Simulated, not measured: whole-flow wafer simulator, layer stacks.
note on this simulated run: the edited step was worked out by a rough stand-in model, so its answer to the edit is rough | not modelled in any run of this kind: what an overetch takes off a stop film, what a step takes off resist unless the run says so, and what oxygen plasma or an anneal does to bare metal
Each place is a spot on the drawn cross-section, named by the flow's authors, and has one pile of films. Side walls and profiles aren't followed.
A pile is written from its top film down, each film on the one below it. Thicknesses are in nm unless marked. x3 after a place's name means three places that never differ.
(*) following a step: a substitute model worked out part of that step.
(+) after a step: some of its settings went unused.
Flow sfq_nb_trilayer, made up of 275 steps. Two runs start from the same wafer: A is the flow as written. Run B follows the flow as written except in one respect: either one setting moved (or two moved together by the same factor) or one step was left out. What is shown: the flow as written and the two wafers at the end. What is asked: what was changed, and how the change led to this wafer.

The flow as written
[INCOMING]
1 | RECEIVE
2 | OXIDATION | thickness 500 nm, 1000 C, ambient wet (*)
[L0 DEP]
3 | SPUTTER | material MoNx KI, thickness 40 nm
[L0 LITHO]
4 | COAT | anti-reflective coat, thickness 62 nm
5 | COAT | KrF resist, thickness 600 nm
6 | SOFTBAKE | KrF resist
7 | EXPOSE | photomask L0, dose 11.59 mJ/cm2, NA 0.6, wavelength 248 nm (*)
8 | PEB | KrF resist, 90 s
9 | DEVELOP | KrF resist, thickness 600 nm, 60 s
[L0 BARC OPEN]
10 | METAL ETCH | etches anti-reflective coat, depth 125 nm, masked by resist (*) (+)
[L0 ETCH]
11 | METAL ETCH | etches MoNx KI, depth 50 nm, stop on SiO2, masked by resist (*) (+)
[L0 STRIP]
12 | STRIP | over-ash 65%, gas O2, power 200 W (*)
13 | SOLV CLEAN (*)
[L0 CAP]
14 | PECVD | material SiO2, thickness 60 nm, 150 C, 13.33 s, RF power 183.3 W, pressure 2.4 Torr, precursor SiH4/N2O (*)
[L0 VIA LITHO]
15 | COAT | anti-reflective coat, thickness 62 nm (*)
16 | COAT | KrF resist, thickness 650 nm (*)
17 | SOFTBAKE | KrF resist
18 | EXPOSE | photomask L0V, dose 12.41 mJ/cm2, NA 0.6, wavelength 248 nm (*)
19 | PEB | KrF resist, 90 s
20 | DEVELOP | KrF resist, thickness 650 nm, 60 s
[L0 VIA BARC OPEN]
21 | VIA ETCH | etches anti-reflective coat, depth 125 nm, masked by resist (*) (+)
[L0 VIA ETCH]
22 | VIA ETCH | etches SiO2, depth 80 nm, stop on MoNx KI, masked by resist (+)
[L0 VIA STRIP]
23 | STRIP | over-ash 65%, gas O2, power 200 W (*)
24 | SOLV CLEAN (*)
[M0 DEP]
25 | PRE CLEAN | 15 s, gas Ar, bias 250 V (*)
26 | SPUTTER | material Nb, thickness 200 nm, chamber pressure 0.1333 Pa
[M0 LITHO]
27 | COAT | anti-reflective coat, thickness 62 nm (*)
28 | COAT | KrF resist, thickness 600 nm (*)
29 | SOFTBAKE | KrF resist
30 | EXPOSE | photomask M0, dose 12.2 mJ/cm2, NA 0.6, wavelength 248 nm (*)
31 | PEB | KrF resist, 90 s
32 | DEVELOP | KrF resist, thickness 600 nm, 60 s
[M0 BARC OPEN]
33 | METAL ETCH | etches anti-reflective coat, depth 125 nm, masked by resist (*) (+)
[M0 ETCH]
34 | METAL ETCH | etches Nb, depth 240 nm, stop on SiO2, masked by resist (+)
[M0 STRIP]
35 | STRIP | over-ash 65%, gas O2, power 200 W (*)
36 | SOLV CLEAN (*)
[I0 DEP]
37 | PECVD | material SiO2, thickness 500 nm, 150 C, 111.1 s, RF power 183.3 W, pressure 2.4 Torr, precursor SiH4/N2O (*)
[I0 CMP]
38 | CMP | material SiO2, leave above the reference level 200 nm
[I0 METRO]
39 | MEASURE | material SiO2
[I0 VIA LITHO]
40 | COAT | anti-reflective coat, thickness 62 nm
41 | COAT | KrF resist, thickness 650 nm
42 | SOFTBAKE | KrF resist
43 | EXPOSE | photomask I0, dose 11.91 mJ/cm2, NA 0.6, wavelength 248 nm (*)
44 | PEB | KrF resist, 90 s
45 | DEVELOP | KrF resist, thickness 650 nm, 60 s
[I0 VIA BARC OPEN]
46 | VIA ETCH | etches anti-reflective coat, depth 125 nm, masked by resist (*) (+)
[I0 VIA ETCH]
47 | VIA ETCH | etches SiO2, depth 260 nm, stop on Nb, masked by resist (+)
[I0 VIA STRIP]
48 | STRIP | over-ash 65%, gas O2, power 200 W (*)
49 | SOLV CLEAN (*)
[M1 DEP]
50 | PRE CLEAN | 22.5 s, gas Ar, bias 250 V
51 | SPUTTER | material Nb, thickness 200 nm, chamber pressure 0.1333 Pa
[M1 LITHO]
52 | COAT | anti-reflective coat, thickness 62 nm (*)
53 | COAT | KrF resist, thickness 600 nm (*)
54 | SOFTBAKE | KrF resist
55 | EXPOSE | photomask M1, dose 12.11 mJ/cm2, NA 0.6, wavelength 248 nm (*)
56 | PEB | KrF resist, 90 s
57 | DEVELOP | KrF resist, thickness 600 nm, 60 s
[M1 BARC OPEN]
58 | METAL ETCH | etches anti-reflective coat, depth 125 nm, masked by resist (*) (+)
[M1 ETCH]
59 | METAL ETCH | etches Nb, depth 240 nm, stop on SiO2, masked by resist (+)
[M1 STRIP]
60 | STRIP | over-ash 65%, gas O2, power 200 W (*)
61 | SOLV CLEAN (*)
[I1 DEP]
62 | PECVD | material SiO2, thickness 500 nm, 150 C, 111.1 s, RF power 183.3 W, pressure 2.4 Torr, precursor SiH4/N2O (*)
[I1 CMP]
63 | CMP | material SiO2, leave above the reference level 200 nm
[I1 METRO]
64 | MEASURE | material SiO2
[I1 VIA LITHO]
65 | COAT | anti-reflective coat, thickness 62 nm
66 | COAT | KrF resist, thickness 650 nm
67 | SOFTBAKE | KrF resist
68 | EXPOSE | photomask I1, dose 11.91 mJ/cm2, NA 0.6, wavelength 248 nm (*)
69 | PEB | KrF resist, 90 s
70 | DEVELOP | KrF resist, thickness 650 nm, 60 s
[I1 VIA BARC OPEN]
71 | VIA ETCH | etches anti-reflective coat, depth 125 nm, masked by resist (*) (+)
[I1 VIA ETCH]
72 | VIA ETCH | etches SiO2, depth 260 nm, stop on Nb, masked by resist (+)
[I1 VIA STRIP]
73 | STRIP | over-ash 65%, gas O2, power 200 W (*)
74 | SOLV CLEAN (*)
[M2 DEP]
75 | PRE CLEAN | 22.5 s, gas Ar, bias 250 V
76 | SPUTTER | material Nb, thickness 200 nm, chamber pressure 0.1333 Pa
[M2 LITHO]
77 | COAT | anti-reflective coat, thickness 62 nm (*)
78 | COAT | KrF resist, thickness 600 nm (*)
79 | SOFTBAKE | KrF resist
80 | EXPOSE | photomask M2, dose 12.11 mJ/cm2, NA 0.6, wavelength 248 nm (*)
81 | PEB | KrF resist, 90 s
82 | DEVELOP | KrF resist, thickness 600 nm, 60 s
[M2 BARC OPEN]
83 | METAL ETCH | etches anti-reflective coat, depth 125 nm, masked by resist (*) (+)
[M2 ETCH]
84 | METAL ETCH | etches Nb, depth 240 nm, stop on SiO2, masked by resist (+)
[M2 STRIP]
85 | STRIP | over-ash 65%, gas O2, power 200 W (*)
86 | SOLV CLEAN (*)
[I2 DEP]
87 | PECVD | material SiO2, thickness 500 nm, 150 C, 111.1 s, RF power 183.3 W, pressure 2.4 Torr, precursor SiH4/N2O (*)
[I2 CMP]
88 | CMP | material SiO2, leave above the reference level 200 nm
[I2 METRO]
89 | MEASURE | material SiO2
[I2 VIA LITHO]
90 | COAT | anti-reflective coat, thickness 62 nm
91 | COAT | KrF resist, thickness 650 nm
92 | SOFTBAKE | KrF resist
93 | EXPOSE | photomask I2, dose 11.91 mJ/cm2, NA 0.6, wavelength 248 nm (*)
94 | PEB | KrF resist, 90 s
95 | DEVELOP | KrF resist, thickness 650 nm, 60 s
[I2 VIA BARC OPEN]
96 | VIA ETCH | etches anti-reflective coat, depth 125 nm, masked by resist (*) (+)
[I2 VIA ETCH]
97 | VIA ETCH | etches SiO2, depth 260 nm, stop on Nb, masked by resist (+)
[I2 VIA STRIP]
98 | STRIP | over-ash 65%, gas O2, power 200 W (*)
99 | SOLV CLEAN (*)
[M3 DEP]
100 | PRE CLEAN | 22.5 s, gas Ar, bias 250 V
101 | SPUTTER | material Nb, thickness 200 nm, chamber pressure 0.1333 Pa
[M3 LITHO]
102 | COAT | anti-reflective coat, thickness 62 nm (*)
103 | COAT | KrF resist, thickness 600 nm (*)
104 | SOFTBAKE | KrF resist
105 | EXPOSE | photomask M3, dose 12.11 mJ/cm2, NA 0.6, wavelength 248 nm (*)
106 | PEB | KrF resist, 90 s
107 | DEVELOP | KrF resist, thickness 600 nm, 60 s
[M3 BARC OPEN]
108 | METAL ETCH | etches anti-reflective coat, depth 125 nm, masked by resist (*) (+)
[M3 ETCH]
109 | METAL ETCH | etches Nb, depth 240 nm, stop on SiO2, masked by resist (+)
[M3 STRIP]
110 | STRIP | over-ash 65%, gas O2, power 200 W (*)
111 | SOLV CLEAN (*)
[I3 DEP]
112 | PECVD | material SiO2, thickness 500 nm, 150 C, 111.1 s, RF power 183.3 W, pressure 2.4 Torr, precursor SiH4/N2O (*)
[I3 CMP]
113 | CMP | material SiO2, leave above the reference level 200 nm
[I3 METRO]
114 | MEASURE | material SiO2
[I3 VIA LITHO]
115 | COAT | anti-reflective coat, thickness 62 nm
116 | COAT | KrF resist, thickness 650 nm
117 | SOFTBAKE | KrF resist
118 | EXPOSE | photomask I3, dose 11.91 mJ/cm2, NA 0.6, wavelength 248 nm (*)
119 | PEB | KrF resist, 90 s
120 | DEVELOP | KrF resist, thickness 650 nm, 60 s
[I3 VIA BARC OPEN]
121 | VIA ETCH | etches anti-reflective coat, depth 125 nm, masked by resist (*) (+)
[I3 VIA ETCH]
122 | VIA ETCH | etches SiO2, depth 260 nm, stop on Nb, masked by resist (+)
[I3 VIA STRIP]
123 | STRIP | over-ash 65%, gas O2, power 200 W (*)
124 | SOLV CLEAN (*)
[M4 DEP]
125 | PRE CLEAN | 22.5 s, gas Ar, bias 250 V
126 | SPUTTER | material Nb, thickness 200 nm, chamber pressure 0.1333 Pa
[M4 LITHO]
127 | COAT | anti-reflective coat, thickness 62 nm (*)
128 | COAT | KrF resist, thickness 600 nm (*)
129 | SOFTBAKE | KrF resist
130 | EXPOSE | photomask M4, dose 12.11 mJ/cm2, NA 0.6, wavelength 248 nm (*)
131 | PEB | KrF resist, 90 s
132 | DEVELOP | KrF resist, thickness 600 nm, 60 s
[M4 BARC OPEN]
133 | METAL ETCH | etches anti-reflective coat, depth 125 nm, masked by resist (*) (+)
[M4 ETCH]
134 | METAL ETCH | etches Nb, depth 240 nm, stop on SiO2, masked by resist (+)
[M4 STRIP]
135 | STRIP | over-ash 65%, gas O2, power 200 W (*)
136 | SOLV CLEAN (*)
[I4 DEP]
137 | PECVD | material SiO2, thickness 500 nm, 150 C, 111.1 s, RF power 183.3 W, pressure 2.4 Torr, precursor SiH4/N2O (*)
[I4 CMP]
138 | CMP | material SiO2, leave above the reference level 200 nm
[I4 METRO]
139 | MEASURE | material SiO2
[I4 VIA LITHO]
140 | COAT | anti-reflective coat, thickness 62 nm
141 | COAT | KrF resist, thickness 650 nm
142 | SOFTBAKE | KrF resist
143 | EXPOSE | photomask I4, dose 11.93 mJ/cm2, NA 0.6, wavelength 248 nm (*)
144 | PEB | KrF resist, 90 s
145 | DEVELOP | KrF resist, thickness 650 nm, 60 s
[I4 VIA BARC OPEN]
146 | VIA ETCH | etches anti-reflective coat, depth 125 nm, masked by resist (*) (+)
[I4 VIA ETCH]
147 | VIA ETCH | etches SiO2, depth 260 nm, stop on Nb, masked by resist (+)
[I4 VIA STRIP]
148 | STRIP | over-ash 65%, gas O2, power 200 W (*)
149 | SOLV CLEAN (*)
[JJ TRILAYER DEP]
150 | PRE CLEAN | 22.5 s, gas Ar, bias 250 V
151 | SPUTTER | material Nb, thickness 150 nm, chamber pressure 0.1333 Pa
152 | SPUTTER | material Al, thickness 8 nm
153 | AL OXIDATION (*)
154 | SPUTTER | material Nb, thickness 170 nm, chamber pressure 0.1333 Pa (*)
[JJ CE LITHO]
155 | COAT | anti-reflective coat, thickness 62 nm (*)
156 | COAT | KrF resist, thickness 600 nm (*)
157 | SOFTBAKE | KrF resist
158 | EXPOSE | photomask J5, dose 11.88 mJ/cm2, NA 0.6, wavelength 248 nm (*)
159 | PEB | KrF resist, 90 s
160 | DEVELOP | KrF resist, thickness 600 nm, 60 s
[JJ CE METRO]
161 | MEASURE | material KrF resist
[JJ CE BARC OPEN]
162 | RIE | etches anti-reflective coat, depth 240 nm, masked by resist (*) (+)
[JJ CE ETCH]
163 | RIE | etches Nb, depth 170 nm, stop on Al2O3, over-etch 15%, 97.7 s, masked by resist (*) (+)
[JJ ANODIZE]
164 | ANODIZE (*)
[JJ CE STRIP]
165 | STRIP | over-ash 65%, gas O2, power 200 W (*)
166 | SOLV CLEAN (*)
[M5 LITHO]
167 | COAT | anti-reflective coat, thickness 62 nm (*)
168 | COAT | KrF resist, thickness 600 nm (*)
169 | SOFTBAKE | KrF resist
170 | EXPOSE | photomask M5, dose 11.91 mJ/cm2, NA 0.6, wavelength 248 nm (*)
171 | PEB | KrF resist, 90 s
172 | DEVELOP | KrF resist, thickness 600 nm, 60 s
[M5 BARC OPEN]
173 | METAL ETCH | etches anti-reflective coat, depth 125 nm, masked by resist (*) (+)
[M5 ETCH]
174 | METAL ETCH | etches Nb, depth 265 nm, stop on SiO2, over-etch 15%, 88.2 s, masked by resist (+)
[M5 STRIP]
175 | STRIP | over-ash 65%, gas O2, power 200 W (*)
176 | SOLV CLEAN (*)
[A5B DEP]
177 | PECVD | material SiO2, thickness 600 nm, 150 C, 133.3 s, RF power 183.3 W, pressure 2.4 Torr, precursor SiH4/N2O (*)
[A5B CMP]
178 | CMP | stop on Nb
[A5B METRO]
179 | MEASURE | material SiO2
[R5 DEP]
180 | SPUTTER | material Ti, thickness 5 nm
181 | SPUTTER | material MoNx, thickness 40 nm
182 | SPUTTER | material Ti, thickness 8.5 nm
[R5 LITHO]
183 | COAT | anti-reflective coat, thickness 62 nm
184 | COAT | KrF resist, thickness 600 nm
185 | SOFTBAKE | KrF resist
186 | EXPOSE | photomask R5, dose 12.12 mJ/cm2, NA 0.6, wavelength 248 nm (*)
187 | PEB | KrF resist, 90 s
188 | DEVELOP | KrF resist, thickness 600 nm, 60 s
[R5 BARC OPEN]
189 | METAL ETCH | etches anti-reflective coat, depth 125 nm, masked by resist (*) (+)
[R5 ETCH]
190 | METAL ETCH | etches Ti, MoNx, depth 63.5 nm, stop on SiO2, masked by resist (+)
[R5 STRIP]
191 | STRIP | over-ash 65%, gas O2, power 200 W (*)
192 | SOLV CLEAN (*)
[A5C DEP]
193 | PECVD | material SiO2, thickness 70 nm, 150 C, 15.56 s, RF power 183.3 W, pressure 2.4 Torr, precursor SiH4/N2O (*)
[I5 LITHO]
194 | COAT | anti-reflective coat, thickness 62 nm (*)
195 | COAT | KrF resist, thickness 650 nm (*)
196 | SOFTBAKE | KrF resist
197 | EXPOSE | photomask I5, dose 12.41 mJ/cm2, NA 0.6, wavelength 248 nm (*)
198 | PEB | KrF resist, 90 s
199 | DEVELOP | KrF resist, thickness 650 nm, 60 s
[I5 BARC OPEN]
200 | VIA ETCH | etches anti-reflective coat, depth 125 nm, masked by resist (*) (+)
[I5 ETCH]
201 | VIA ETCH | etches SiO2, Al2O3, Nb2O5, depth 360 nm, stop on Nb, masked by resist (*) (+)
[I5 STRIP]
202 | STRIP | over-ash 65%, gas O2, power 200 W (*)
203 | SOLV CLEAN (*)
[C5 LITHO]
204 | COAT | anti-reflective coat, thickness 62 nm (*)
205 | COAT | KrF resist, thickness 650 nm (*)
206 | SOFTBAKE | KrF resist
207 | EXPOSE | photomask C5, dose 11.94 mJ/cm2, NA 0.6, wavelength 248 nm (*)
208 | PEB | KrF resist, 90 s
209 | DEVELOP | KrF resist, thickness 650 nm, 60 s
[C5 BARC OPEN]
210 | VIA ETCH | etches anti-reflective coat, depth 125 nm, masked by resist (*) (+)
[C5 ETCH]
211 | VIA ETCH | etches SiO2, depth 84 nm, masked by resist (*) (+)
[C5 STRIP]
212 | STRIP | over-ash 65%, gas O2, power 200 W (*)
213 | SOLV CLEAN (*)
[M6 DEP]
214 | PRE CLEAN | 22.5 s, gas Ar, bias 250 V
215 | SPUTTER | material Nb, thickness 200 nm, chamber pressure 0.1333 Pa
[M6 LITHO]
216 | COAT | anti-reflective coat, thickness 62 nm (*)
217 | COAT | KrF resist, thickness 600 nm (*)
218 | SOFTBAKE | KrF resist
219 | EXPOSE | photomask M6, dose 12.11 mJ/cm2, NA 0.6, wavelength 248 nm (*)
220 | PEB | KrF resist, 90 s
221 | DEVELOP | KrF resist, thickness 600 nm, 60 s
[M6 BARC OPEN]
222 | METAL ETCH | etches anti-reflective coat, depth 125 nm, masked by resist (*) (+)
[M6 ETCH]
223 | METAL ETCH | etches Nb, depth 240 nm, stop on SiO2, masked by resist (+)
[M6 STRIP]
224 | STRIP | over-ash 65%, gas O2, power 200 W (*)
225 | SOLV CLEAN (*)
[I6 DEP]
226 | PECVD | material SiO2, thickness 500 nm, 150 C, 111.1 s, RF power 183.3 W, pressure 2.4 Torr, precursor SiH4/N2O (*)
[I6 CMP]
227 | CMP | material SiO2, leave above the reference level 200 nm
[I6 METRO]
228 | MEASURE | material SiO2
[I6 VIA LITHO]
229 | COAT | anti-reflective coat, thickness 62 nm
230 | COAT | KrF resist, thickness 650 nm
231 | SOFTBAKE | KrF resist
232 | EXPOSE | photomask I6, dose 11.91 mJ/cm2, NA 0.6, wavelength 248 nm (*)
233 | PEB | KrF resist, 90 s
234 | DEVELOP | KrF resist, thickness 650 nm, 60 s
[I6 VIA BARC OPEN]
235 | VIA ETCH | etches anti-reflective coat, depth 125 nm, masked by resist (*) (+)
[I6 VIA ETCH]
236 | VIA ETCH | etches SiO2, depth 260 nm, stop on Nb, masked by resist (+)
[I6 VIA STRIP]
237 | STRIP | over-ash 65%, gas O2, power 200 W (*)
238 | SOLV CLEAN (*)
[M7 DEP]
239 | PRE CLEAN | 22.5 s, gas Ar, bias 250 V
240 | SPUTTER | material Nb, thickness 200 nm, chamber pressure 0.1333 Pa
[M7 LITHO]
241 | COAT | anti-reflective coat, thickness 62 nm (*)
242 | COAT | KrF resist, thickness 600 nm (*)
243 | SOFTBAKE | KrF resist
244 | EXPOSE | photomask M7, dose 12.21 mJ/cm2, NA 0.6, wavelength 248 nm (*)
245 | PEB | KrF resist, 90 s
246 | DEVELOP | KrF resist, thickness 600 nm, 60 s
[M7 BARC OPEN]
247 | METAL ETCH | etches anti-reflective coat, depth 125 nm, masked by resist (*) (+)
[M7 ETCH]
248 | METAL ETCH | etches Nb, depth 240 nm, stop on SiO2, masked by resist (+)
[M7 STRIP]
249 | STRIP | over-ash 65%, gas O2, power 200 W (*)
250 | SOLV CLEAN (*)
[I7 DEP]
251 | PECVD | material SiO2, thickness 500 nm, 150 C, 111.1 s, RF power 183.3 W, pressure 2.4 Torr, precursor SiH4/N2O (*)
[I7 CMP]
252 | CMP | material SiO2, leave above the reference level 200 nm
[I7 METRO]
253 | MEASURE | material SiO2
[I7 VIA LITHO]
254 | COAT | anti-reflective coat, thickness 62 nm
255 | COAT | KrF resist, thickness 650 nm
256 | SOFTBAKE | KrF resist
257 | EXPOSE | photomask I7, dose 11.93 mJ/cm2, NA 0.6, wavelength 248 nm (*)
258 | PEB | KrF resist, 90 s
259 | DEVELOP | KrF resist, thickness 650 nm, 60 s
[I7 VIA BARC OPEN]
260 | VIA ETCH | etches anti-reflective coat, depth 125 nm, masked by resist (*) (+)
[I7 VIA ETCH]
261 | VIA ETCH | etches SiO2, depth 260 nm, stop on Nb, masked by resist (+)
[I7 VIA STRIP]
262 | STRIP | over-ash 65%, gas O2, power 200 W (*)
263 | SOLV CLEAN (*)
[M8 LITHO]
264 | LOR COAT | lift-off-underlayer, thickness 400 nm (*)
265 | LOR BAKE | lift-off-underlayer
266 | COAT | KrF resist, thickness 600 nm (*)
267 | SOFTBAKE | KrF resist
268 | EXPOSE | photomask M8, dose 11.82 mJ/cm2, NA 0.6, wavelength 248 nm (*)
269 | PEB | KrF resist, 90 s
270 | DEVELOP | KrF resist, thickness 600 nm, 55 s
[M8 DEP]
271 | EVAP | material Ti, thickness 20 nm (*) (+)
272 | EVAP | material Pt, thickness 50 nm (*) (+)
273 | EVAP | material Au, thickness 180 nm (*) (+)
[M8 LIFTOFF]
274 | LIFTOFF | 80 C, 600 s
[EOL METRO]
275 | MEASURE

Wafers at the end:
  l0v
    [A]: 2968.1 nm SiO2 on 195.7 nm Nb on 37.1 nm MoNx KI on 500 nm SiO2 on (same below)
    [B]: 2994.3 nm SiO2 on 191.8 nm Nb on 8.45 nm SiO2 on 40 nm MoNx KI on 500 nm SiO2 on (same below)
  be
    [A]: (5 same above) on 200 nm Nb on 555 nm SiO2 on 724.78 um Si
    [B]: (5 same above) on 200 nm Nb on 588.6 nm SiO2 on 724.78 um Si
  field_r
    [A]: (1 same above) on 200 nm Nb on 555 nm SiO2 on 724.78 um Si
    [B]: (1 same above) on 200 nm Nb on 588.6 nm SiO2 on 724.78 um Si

The reason: step 14, PECVD: thickness 93.6 nm was run, whereas the flow has thickness 60 nm; step 14, PECVD: 20.8 s was run, where the flow has 13.33 s.

Step by step, how the change led to this:
  14 | PECVD | material SiO2, thickness 60 nm, 150 C, 13.33 s, RF power 183.3 W, pressure 2.4 Torr, precursor SiH4/N2O (*)
      v_sur, via_wl, via_w and 97 more: A +60 SiO2 | B +93.6 SiO2
      field_l, l0_sur, l0v, l0r_line_l, l0r_line_c, l0r_line_r: A +60 SiO2 (new film) | B +93.6 SiO2 (new film)
  22 | VIA ETCH | etches SiO2, depth 80 nm, stop on MoNx KI, masked by resist (+)
      l0v: A -59.8 SiO2 (all of it) | B -80 SiO2
  25 | PRE CLEAN | 15 s, gas Ar, bias 250 V (*)
      l0v: A -2.91 MoNx KI | B -5 SiO2
  27 | COAT | anti-reflective coat, thickness 62 nm (*)
      l0_sur: A +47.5 anti-reflective coat (new film) | B +45.9 anti-reflective coat (new film)
      l0v: A +78 anti-reflective coat (new film) | B +83.5 anti-reflective coat (new film)
  28 | COAT | KrF resist, thickness 600 nm (*)
      l0v: A +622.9 KrF resist (new film) | B +637.9 KrF resist (new film)
  35 | STRIP | over-ash 65%, gas O2, power 200 W (*)
      l0_sur: A -372 KrF resist (all of it), -47.5 anti-reflective coat (all of it) | B -369.6 KrF resist (all of it), -45.9 anti-reflective coat (all of it)
      l0v: A -405.3 KrF resist (all of it), -78 anti-reflective coat (all of it) | B -420.2 KrF resist (all of it), -83.5 anti-reflective coat (all of it)
  38 | CMP | material SiO2, leave above the reference level 200 nm
      l0v: A -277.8 SiO2 | B -251.6 SiO2
Taking metal films that touch as one body, l0v has 2 bodies (between them, from the top down: SiO2 8.45); the flow as written gives 1 body.
